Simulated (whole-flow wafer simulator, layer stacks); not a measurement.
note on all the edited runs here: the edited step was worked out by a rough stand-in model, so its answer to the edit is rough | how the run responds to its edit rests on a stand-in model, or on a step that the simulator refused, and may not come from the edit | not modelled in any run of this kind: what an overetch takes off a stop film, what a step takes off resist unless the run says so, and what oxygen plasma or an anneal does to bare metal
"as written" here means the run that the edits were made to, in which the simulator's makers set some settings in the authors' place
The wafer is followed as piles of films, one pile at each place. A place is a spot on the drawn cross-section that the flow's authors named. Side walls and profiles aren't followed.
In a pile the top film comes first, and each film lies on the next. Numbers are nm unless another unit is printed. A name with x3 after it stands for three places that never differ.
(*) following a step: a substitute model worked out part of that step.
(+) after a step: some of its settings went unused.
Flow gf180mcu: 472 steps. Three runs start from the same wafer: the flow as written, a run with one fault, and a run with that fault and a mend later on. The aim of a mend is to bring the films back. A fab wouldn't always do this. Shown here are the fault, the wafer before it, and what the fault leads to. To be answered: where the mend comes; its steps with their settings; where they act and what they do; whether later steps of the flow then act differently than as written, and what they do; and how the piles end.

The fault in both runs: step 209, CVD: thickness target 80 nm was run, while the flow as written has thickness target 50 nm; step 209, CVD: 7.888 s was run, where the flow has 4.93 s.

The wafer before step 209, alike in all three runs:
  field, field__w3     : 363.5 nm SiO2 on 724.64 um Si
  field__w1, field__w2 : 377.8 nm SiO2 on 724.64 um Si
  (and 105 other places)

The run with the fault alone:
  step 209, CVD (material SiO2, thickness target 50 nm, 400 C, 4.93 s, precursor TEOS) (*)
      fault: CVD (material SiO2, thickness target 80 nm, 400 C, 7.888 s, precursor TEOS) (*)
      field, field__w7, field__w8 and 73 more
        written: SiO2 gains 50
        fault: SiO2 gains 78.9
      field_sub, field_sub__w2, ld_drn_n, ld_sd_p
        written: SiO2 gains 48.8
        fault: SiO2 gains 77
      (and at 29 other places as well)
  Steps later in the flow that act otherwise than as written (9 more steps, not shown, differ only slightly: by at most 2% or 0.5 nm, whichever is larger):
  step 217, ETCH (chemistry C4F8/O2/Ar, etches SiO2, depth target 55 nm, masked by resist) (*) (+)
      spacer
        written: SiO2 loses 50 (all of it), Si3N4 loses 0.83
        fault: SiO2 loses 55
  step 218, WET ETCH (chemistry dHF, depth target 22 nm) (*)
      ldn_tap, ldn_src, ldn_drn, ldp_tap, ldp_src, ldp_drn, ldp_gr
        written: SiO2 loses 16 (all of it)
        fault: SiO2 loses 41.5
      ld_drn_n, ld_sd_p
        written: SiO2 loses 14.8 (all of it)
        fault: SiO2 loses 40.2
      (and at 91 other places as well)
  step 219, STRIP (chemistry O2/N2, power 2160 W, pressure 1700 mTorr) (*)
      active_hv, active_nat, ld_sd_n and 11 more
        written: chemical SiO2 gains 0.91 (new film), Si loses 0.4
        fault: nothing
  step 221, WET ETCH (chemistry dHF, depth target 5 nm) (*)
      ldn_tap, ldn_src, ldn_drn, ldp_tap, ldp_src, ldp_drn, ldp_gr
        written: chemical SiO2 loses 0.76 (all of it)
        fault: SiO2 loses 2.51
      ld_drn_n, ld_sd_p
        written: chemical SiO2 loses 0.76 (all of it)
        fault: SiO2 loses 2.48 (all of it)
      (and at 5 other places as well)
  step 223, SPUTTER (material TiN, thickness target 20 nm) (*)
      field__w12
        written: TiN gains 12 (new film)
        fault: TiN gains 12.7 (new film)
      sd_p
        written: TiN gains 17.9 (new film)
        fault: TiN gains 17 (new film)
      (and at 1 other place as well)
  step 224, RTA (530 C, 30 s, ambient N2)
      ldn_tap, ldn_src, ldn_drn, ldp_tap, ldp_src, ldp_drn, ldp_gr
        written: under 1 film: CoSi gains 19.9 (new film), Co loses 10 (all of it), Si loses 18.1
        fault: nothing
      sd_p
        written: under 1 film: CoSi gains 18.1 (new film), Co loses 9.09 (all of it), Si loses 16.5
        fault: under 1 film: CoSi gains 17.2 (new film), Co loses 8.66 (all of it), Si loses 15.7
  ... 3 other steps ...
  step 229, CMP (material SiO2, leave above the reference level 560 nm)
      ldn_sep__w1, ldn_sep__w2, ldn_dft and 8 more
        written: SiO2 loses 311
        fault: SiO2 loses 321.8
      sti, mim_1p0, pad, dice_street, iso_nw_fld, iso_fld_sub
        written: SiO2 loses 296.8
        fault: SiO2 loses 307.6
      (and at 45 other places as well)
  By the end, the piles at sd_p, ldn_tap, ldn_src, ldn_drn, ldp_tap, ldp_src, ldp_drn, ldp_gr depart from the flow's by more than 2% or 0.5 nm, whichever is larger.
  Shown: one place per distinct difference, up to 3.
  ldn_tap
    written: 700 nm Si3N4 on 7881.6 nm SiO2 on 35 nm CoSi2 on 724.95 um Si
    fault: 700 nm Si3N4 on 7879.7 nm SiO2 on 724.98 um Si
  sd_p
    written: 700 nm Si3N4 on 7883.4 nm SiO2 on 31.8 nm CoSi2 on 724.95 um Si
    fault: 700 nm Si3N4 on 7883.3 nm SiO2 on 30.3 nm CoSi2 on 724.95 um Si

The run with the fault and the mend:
  After step 216 comes the mend.
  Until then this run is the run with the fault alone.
  step 217, ETCH (chemistry C4F8/O2/Ar, etches SiO2, depth target 85 nm, masked by resist) (*) (+) (the flow's step 217; as written it has depth target 55 nm)
      field, field__w1, field__w2 and 96 more
        SiO2 loses 85
      field__w5, field__w9, field__w13 and 8 more
        resist loses 17
      spacer
        SiO2 loses 78.9 (all of it), Si3N4 loses 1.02
  Steps later in the flow that act otherwise than as written (3 more steps, not shown, differ only slightly: by at most 2% or 0.5 nm, whichever is larger):
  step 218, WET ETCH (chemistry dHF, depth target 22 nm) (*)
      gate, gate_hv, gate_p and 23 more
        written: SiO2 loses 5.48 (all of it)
        mend: SiO2 loses 4.33 (all of it)
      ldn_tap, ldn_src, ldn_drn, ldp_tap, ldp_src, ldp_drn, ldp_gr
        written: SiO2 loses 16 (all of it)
        mend: SiO2 loses 14.8 (all of it)
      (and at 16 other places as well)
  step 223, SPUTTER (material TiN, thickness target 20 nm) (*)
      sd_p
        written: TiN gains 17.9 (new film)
        mend: TiN gains 17 (new film)
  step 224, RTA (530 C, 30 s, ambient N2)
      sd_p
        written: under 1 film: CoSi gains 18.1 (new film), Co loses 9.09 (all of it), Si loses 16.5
        mend: under 1 film: CoSi gains 17.2 (new film), Co loses 8.66 (all of it), Si loses 15.7
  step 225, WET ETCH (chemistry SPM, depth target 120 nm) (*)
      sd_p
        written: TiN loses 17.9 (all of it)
        mend: TiN loses 17 (all of it)
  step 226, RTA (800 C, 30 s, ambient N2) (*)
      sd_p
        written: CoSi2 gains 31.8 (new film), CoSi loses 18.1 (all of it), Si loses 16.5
        mend: CoSi2 gains 30.3 (new film), CoSi loses 17.2 (all of it), Si loses 15.7
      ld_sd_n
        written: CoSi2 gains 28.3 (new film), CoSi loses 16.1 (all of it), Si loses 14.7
        mend: CoSi2 gains 29 (new film), CoSi loses 16.5 (all of it), Si loses 15
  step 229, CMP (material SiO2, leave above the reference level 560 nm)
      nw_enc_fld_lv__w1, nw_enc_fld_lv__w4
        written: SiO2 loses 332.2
        mend: SiO2 loses 360
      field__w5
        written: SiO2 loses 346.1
        mend: SiO2 loses 376.8
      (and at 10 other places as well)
  By the end, the piles at sd_p, ld_sd_n depart from the flow's by more than 2% or 0.5 nm, whichever is larger.
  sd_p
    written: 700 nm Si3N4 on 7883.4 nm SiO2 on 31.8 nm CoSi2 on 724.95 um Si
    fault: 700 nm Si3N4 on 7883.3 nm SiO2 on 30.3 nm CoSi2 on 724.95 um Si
    mend: 700 nm Si3N4 on 7883.3 nm SiO2 on 30.3 nm CoSi2 on 724.95 um Si
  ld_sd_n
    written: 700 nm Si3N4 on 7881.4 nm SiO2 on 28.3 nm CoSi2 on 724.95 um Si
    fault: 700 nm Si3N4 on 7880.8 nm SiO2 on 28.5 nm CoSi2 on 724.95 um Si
    mend: 700 nm Si3N4 on 7881.4 nm SiO2 on 29 nm CoSi2 on 724.95 um Si
